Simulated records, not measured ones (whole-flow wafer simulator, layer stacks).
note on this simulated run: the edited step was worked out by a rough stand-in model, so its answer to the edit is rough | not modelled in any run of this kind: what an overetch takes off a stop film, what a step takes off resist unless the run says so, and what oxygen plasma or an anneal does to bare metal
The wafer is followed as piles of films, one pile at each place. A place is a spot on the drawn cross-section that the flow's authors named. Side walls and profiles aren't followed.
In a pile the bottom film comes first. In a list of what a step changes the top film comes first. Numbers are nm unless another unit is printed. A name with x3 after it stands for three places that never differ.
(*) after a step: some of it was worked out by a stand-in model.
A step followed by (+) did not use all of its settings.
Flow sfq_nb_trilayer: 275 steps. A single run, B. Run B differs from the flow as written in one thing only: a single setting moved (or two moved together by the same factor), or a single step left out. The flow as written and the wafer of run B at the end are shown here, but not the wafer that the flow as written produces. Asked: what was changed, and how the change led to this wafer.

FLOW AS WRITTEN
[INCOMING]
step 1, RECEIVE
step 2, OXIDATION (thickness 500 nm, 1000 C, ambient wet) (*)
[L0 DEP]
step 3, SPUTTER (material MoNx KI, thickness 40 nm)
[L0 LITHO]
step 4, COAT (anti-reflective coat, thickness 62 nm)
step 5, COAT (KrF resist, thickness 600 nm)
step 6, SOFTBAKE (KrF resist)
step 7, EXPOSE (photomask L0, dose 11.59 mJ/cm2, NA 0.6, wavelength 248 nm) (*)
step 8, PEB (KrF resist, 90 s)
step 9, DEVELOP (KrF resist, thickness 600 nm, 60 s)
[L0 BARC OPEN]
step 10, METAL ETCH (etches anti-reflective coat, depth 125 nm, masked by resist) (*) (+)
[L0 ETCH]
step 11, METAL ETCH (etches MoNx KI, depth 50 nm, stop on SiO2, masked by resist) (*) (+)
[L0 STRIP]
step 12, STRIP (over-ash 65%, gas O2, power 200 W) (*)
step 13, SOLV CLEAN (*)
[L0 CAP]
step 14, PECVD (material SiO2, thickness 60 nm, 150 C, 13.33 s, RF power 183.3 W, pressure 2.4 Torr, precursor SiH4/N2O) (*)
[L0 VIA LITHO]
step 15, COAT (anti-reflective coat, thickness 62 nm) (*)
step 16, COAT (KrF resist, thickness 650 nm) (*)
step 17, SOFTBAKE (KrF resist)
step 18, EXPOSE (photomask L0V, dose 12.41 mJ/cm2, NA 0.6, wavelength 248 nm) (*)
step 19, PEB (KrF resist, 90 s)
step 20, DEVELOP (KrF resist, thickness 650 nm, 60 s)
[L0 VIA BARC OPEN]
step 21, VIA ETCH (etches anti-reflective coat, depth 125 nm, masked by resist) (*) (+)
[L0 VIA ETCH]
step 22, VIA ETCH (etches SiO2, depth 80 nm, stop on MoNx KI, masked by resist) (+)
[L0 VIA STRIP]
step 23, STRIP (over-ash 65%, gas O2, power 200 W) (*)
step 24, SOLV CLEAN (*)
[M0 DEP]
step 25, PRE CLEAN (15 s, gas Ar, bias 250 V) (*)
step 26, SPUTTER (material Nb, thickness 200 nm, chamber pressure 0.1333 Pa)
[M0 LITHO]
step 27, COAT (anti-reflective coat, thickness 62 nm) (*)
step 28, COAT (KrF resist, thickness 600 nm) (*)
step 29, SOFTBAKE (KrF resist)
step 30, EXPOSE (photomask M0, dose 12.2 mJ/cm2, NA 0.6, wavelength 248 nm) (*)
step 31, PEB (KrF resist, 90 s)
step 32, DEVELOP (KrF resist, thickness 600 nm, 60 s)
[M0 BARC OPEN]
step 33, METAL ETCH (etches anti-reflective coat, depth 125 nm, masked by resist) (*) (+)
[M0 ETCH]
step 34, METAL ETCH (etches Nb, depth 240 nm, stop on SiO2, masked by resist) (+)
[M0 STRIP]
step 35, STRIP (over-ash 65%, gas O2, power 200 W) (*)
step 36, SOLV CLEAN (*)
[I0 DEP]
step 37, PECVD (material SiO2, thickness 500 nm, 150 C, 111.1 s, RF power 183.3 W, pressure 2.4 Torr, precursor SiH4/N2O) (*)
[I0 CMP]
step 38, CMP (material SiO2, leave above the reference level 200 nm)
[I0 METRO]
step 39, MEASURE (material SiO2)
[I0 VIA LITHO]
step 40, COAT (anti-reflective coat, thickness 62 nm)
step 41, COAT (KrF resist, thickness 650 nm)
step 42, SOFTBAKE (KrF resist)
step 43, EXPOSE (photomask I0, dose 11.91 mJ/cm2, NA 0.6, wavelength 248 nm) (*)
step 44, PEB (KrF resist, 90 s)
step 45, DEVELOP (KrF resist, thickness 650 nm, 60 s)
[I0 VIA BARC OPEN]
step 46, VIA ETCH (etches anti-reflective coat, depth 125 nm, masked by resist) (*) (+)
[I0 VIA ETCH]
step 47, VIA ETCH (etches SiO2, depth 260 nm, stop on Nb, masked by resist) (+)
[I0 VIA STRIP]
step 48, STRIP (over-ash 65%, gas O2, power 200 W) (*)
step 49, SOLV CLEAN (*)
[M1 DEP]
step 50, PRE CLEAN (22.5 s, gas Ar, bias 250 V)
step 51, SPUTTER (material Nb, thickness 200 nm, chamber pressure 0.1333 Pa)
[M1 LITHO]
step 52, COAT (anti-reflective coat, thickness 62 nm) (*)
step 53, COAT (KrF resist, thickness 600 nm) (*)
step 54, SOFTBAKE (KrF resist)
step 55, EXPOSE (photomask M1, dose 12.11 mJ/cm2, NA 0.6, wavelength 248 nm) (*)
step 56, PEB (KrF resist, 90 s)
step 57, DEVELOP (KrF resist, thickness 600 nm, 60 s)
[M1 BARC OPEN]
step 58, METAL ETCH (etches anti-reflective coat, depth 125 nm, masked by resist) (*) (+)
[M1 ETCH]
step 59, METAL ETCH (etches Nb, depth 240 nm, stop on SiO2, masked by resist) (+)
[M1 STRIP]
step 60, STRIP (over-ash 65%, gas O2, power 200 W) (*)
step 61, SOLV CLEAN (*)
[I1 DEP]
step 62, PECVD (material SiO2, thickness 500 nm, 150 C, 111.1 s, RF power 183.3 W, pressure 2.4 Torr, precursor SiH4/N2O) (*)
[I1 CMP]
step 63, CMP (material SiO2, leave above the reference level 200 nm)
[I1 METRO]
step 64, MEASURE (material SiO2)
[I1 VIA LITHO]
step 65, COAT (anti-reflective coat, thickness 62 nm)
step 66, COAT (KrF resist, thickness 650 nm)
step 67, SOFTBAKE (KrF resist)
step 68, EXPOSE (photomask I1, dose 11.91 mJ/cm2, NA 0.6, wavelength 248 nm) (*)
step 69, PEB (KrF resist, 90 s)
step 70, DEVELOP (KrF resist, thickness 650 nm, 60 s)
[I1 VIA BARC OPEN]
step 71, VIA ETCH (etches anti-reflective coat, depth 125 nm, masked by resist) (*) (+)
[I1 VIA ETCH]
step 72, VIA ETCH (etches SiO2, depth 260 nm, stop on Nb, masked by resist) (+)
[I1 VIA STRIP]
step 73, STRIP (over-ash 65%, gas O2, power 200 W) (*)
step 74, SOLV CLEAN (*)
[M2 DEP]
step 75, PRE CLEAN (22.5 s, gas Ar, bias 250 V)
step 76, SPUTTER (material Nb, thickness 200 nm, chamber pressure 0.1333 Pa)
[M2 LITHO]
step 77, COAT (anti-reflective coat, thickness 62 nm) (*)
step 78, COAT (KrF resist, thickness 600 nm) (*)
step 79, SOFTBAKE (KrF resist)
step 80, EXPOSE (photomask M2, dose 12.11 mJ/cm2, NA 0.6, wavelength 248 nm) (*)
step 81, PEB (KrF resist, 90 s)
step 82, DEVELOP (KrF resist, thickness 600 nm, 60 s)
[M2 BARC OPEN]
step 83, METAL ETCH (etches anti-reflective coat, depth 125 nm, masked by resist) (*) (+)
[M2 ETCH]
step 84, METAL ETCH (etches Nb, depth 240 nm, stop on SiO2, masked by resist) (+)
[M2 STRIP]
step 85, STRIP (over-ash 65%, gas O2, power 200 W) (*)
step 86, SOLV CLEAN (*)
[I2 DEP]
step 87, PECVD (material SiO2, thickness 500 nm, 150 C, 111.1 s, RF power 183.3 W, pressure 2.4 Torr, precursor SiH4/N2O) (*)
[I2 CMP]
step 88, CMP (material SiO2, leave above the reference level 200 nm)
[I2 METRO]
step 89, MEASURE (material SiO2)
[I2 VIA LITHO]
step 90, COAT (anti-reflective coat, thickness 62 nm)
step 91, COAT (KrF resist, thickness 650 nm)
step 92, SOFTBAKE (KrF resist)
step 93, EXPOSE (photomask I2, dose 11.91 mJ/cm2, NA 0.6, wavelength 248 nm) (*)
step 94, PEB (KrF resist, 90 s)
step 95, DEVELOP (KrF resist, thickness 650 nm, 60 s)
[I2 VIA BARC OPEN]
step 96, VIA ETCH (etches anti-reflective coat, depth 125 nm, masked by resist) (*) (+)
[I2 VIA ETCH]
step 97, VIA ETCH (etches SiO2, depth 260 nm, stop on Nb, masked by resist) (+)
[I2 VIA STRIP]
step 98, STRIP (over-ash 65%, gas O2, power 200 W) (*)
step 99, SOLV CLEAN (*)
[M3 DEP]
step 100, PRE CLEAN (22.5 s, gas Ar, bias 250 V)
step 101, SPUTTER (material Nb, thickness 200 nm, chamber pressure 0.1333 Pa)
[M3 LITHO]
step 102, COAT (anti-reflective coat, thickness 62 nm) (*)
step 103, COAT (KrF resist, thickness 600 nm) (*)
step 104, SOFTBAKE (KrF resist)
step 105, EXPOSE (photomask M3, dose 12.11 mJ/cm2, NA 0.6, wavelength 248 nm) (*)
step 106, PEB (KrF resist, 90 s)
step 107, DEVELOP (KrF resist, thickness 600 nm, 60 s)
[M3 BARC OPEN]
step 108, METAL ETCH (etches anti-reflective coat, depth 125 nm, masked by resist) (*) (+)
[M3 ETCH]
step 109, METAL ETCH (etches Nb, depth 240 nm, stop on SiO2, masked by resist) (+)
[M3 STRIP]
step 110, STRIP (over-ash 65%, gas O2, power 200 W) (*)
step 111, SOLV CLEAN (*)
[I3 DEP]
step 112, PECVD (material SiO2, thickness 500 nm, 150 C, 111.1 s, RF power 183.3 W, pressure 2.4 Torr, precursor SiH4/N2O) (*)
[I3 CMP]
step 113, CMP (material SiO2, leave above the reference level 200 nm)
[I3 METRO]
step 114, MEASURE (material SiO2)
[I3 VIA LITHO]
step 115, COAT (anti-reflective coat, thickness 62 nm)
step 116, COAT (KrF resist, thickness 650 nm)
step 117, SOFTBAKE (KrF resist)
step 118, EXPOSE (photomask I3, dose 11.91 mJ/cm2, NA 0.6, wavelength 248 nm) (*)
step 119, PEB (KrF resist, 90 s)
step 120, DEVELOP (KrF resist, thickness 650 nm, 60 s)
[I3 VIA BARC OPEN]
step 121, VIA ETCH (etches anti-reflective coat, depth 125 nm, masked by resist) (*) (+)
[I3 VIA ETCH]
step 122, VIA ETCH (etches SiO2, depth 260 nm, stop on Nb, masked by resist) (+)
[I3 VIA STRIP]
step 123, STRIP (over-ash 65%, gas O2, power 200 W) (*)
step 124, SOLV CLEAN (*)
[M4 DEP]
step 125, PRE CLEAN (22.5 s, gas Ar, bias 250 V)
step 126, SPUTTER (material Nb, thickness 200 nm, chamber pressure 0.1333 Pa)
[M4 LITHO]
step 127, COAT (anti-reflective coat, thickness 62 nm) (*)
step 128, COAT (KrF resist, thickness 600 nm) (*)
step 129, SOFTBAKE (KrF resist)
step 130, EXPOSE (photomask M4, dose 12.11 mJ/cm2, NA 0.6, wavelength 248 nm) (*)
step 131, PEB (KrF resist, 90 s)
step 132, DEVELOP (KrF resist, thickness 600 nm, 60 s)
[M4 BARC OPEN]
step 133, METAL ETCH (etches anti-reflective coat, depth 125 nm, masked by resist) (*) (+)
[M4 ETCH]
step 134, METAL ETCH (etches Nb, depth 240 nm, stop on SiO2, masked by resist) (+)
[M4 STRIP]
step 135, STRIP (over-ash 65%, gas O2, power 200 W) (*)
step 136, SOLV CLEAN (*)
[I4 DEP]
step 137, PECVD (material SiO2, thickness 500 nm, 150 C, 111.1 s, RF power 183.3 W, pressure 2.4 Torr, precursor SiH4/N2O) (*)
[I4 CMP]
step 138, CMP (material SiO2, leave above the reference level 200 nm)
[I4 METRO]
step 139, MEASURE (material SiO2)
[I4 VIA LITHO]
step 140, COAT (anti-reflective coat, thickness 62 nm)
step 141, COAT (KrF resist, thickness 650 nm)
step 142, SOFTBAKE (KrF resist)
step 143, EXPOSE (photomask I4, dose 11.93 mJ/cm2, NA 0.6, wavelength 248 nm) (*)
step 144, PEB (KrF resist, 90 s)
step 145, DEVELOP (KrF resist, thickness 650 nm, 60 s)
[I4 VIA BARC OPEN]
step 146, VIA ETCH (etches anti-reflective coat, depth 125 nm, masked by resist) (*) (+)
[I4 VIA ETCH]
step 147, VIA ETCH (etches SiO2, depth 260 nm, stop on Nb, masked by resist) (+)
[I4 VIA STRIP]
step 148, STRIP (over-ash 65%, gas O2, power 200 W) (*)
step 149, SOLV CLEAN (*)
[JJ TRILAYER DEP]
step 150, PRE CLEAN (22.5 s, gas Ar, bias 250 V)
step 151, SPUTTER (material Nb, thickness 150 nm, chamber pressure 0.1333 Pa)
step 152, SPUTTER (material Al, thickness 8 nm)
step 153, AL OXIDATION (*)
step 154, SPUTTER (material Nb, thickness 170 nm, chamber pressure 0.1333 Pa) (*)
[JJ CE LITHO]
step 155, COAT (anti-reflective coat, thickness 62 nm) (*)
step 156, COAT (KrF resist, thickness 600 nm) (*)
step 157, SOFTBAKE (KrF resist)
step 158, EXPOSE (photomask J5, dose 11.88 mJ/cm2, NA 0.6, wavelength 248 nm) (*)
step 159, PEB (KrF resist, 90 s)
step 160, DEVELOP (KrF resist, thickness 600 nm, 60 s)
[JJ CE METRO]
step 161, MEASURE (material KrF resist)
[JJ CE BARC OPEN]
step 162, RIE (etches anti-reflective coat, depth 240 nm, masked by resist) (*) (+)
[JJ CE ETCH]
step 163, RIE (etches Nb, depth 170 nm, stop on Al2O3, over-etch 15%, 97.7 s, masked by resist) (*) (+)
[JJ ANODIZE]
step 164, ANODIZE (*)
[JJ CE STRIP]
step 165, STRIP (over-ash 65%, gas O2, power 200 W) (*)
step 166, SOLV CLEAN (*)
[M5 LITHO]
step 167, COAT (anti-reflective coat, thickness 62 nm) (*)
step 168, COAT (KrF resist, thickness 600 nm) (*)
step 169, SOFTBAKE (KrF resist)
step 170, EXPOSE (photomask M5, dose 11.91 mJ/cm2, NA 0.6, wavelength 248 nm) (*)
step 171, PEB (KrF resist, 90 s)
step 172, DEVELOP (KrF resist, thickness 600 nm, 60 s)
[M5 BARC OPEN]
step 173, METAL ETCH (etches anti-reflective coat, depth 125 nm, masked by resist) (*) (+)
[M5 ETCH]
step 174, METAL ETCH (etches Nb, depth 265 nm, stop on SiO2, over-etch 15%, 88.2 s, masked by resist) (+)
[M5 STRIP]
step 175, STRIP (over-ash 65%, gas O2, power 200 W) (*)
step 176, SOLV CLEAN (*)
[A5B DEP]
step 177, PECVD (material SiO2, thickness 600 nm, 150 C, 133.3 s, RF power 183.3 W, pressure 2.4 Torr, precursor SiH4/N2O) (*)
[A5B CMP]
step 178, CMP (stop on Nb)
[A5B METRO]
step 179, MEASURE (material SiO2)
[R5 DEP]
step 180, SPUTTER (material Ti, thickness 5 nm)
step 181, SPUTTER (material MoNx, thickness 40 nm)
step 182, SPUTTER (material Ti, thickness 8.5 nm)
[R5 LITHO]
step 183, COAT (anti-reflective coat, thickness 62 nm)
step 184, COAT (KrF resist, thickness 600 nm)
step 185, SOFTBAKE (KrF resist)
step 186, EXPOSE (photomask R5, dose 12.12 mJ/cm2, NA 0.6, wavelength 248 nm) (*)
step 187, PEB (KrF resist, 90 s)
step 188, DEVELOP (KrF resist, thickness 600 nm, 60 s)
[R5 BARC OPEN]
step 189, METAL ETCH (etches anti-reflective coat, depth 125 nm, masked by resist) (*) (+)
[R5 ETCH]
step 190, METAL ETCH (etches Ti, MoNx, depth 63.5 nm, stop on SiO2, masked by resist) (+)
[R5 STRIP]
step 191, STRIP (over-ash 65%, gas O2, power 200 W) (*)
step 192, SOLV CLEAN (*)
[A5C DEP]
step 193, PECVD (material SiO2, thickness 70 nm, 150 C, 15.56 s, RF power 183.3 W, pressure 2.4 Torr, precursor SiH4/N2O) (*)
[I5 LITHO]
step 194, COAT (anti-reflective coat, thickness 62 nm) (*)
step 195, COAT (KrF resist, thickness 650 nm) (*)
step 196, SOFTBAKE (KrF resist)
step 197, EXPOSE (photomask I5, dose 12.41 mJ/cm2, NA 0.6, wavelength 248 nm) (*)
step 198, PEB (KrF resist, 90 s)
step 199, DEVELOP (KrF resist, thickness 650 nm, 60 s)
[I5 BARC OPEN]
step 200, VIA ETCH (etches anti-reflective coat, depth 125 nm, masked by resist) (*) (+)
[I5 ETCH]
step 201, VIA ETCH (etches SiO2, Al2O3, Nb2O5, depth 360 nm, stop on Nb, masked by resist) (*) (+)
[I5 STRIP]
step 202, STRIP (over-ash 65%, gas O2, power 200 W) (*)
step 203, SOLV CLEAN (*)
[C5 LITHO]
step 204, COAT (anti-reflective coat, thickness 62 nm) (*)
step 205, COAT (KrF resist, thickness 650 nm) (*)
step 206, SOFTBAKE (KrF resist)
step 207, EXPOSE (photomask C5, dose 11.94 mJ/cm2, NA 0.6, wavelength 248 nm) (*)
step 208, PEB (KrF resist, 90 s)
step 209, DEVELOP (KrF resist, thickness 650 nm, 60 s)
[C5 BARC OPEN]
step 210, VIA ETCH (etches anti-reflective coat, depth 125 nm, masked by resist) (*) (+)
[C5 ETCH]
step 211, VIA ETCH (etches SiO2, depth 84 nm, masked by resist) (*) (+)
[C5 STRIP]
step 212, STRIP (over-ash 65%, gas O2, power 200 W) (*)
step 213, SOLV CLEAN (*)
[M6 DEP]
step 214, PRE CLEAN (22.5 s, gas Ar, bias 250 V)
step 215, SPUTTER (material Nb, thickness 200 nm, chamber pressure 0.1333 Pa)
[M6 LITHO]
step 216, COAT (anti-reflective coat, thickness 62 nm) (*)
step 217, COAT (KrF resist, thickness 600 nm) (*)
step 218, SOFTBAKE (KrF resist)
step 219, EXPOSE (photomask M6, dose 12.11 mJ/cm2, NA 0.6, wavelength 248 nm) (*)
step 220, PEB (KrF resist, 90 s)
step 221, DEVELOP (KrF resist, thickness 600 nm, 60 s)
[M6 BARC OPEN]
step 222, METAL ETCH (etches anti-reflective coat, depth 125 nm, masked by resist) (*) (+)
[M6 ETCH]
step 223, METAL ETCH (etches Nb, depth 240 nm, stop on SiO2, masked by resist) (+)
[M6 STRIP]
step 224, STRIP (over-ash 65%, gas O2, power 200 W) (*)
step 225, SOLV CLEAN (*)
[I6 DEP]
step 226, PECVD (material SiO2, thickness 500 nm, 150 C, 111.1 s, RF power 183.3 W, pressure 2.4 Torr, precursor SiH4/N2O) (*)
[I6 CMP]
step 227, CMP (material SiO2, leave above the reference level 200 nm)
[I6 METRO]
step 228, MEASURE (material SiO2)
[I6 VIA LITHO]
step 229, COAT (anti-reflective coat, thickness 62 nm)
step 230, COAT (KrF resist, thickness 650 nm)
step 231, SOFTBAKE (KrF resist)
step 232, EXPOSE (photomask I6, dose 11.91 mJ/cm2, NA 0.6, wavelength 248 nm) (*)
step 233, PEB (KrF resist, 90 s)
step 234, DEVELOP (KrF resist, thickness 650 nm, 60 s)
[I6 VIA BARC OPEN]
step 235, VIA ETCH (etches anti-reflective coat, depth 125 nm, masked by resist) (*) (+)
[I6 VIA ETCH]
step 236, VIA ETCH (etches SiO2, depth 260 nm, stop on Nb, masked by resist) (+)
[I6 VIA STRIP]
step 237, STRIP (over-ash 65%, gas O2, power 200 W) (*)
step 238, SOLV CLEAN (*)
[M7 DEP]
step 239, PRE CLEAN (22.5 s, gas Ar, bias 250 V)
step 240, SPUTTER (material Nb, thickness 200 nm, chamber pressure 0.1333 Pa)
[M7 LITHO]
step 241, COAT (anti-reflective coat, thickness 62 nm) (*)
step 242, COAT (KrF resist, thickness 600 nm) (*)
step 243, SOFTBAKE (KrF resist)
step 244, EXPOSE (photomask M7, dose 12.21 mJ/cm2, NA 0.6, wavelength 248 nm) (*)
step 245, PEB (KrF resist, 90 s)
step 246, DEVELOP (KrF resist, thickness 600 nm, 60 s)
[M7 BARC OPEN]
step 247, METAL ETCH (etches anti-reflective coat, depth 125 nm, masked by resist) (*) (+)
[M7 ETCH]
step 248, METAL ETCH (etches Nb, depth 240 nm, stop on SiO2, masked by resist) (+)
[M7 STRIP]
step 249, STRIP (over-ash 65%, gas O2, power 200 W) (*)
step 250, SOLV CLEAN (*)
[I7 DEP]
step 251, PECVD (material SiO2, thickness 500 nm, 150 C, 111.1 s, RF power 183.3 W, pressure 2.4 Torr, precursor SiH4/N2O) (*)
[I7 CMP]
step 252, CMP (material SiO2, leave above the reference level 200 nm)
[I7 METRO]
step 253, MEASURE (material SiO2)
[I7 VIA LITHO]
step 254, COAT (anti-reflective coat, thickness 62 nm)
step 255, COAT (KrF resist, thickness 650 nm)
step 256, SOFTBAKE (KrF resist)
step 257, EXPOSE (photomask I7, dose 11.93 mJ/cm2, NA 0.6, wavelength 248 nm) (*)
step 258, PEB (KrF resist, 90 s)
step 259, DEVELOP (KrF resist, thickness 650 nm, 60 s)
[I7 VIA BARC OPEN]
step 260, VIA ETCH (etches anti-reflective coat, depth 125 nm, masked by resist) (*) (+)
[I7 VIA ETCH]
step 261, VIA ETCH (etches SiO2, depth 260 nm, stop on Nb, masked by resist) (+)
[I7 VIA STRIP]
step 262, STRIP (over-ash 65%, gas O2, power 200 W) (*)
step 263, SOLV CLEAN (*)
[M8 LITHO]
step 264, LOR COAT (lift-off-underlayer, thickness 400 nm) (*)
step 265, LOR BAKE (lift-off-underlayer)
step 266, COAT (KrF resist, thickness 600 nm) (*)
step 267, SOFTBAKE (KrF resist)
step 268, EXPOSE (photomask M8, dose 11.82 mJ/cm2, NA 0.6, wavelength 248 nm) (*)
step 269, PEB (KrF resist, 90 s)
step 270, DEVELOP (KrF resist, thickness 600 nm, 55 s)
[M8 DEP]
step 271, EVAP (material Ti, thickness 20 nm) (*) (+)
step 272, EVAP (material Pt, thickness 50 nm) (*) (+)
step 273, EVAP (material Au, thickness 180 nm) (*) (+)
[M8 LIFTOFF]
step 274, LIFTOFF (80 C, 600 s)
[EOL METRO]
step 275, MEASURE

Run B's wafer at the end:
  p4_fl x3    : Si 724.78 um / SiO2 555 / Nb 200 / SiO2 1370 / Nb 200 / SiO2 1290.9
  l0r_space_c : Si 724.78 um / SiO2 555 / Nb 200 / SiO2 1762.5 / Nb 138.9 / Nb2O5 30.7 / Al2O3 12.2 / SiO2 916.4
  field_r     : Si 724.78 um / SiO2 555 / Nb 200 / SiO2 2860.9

What caused this: step 154, SPUTTER: thickness 85 nm was run, though the flow has thickness 170 nm.

Step by step, how the change led to this:
  step 154, SPUTTER (material Nb, thickness 170 nm, chamber pressure 0.1333 Pa) (*)
      field_l, v_sur, via_sp and 100 more: Nb gains 85 (new film) (in the flow as written it would be: Nb gains 170 (new film))
      via_wl, via_wr: Nb gains 70.2 (new film) (in the flow as written it would be: Nb gains 140.7 (new film))
      (and at 1 other place as well)
  step 155, COAT (anti-reflective coat, thickness 62 nm) (*)
      via_wl, via_wr: anti-reflective coat gains 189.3 (new film) (in the flow as written it would be: anti-reflective coat gains 209.4 (new film))
      via_w: anti-reflective coat gains 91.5 (new film) (in the flow as written it would be: anti-reflective coat gains 97.4 (new film))
  step 162, RIE (etches anti-reflective coat, depth 240 nm, masked by resist) (*) (+)
      ce_l, c5j, ce_r, wl_jj: KrF resist loses 189.3 (in the flow as written it would be: KrF resist loses 209.4)
      via_wl, via_wr: anti-reflective coat loses 189.3 (all of it) (in the flow as written it would be: anti-reflective coat loses 209.4 (all of it))
      (and at 1 other place as well)
  step 163, RIE (etches Nb, depth 170 nm, stop on Al2O3, over-etch 15%, 97.7 s, masked by resist) (*) (+)
      field_l, v_sur, via_sp and 96 more: Nb loses 85 (all of it), Al2O3 loses 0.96 (all of it) (in the flow as written it would be: Nb loses 170 (all of it), Al2O3 loses 0.51)
      via_wl, via_wr: Nb loses 70.2 (all of it), Al2O3 loses 0.96 (all of it) (in the flow as written it would be: Nb loses 140.7 (all of it), Al2O3 loses 0.96 (all of it))
      (and at 1 other place as well)
  step 164, ANODIZE (*)
      field_l, v_sur, via_sp and 96 more: Al2O3 gains 12.2 (new film), Nb2O5 gains 30.7 (new film), Al loses 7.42 (all of it), Nb loses 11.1 (in the flow as written it would be: Al2O3 gains 12.2, Nb2O5 gains 29.9 (new film), Al loses 7.42 (all of it), Nb loses 10.8)
  step 165, STRIP (over-ash 65%, gas O2, power 200 W) (*)
      c5j, ce_r: KrF resist loses 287 (all of it), anti-reflective coat loses 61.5 (all of it) (in the flow as written it would be: KrF resist loses 266.9 (all of it), anti-reflective coat loses 61.5 (all of it))
      ce_l: KrF resist loses 286.9 (all of it), anti-reflective coat loses 61.5 (all of it) (in the flow as written it would be: KrF resist loses 266.8 (all of it), anti-reflective coat loses 61.4 (all of it))
      (and at 1 other place as well)
  step 167, COAT (anti-reflective coat, thickness 62 nm) (*)
      wl_j_sl, wl_j_sr: anti-reflective coat gains 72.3 (new film) (in the flow as written it would be: anti-reflective coat gains 83.3 (new film))
      gap: anti-reflective coat gains 61.2 (new film) (in the flow as written it would be: anti-reflective coat gains 58.9 (new film))
      (and at 8 other places as well)
  step 168, COAT (KrF resist, thickness 600 nm) (*)
      ce_l: KrF resist gains 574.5 (new film) (in the flow as written it would be: KrF resist gains 528.3 (new film))
      c5j: KrF resist gains 562.1 (new film) (in the flow as written it would be: KrF resist gains 507.6 (new film))
      (and at 2 other places as well)
  step 173, METAL ETCH (etches anti-reflective coat, depth 125 nm, masked by resist) (*) (+)
      wl_a_sl: anti-reflective coat loses 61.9 (all of it) (in the flow as written it would be: anti-reflective coat loses 59.7 (all of it), Al2O3 loses 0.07)
  step 174, METAL ETCH (etches Nb, depth 265 nm, stop on SiO2, over-etch 15%, 88.2 s, masked by resist) (+)
      field_l, r_sur, res and 50 more: Al2O3 loses 12.2 (all of it), Nb2O5 loses 30.7 (all of it), Nb loses 138.9 (all of it), SiO2 loses 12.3 (in the flow as written it would be: Al2O3 loses 12.6 (all of it), Nb2O5 loses 29.9 (all of it), Nb loses 139.2 (all of it), SiO2 loses 12.3)
  step 175, STRIP (over-ash 65%, gas O2, power 200 W) (*)
      wl_j_sl, wl_j_sr: KrF resist loses 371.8 (all of it), anti-reflective coat loses 72.3 (all of it) (in the flow as written it would be: KrF resist loses 378 (all of it), anti-reflective coat loses 83.3 (all of it))
      gap: KrF resist loses 373.9 (all of it), anti-reflective coat loses 61.2 (all of it) (in the flow as written it would be: KrF resist loses 383.4 (all of it), anti-reflective coat loses 58.9 (all of it))
      (and at 7 other places as well)
  step 178, CMP (stop on Nb)
      v_sur, via_sp, via_v and 43 more: SiO2 loses 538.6 (in the flow as written it would be: SiO2 loses 453.5)
      field_l, p4_fl x3, p4_w1 x9 and 29 more: SiO2 loses 344.3 (in the flow as written it would be: SiO2 loses 259.3)
      (and at 14 other places as well)
  step 201, VIA ETCH (etches SiO2, Al2O3, Nb2O5, depth 360 nm, stop on Nb, masked by resist) (*) (+)
      be: SiO2 loses 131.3 (all of it), Al2O3 loses 12.2 (all of it), Nb2O5 loses 30.7 (all of it) (in the flow as written it would be: SiO2 loses 216.4 (all of it), Al2O3 loses 12.7 (all of it), Nb2O5 loses 29.9 (all of it))
  step 204, COAT (anti-reflective coat, thickness 62 nm) (*)
      wire: anti-reflective coat gains 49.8 (new film) (in the flow as written it would be: anti-reflective coat gains 47.4 (new film))
      be: anti-reflective coat gains 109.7 (new film) (in the flow as written it would be: anti-reflective coat gains 122.2 (new film))
      (and at 1 other place as well)
  step 205, COAT (KrF resist, thickness 650 nm) (*)
      be: KrF resist gains 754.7 (new film) (in the flow as written it would be: KrF resist gains 815.3 (new film))
  step 212, STRIP (over-ash 65%, gas O2, power 200 W) (*)
      wire: KrF resist loses 560.6 (all of it), anti-reflective coat loses 49.8 (all of it) (in the flow as written it would be: KrF resist loses 555.8 (all of it), anti-reflective coat loses 47.4 (all of it))
      be: KrF resist loses 667.6 (all of it), anti-reflective coat loses 109.7 (all of it) (in the flow as written it would be: KrF resist loses 728.2 (all of it), anti-reflective coat loses 122.2 (all of it))
      (and at 1 other place as well)
  ... 4 further steps ...
  step 226, PECVD (material SiO2, thickness 500 nm, 150 C, 111.1 s, RF power 183.3 W, pressure 2.4 Torr, precursor SiH4/N2O) (*)
      be: SiO2 gains 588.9 (new film) (in the flow as written it would be: SiO2 gains 693.5 (new film))
